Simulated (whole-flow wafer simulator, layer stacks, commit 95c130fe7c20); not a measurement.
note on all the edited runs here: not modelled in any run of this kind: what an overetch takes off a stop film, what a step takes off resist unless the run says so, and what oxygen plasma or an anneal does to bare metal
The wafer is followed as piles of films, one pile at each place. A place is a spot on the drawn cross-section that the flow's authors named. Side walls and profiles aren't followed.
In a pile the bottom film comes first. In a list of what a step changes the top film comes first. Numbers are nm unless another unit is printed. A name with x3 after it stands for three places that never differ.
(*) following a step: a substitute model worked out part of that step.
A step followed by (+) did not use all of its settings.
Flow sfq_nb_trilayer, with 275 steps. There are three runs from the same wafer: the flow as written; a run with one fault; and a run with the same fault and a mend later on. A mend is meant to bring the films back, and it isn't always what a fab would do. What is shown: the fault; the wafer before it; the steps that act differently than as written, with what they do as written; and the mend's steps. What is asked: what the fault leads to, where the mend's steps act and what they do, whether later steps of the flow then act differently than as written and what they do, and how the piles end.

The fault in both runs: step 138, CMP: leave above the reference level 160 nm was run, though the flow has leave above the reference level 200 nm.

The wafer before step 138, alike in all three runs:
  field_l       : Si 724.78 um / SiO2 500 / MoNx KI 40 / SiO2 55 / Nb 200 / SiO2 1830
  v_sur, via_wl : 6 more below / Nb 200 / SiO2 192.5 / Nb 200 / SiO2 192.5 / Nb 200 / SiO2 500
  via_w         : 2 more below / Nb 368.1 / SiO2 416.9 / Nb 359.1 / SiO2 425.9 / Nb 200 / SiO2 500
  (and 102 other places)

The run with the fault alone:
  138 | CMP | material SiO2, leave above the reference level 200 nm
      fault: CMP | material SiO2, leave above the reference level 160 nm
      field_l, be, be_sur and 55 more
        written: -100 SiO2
        fault: -140 SiO2
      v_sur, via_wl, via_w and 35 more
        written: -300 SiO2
        fault: -340 SiO2
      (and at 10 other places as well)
  Steps further on in the flow that do not act as written (6 other steps are not shown; they differ only slightly, by no more than 2% or 0.5 nm, whichever is larger):
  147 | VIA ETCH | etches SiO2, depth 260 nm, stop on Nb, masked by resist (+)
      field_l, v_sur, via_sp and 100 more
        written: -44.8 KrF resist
        fault: -41.3 KrF resist
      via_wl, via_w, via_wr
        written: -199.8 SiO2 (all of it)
        fault: -159.8 SiO2 (all of it)
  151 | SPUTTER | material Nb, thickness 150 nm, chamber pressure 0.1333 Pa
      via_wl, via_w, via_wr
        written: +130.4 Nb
        fault: +135 Nb
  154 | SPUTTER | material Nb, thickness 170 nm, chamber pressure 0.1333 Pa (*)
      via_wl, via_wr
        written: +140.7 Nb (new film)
        fault: +147.6 Nb (new film)
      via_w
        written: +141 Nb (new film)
        fault: +148 Nb (new film)
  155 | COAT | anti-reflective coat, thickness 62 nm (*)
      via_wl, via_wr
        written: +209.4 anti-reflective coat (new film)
        fault: +171.2 anti-reflective coat (new film)
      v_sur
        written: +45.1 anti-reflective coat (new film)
        fault: +46.9 anti-reflective coat (new film)
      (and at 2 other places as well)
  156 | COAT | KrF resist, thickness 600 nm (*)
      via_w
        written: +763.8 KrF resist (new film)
        fault: +725.8 KrF resist (new film)
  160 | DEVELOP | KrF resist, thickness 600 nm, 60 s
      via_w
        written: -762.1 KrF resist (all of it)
        fault: -724.2 KrF resist (all of it)
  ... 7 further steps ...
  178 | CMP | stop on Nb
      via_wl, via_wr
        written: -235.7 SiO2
        fault: -280.3 SiO2
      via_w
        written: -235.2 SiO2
        fault: -279.8 SiO2
  The piles end different from the flow's at v_sur, via_wl, via_w and 74 more by more than 2% or 0.5 nm, whichever is larger.
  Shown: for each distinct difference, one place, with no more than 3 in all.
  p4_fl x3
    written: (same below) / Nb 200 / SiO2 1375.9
    fault: (same below) / Nb 200 / SiO2 1335.9
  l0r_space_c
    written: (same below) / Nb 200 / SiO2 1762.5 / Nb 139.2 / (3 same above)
    fault: (same below) / Nb 200 / SiO2 1722.5 / Nb 139.2 / (3 same above)
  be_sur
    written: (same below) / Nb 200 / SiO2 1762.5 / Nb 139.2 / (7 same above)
    fault: (same below) / Nb 200 / SiO2 1722.5 / Nb 139.2 / (7 same above)

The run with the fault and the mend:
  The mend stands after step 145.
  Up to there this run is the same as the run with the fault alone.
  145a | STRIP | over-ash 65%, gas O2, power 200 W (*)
      field_l, v_sur, via_sp and 100 more
        -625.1 KrF resist (all of it), -62 anti-reflective coat (all of it)
      via_wl, via_w, via_wr
        -62 anti-reflective coat (all of it)
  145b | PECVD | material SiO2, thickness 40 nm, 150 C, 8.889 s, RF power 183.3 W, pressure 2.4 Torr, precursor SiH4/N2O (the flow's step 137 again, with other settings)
      field_l, v_sur, via_wl and 103 more
        +40 SiO2
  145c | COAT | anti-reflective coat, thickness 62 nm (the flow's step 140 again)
      field_l, v_sur, via_wl and 103 more
        +62 anti-reflective coat (new film)
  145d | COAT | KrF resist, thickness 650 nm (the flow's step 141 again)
      field_l, v_sur, via_wl and 103 more
        +650 KrF resist (new film)
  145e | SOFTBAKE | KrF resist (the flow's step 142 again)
      does not change any film at any place that is followed
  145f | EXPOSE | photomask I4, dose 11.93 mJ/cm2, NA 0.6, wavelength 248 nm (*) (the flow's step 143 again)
      does not change any film at any place that is followed
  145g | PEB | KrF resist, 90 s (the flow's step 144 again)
      field_l, v_sur, via_wl and 103 more
        -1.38 KrF resist
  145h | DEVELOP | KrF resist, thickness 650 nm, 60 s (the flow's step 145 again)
      field_l, v_sur, via_sp and 100 more
        -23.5 KrF resist
      via_wl, via_w, via_wr
        -648.6 KrF resist (all of it)
  Later steps of the flow that are run all act as written at every place that is followed.
  By the end, the piles equal the flow's at every place that both follow.
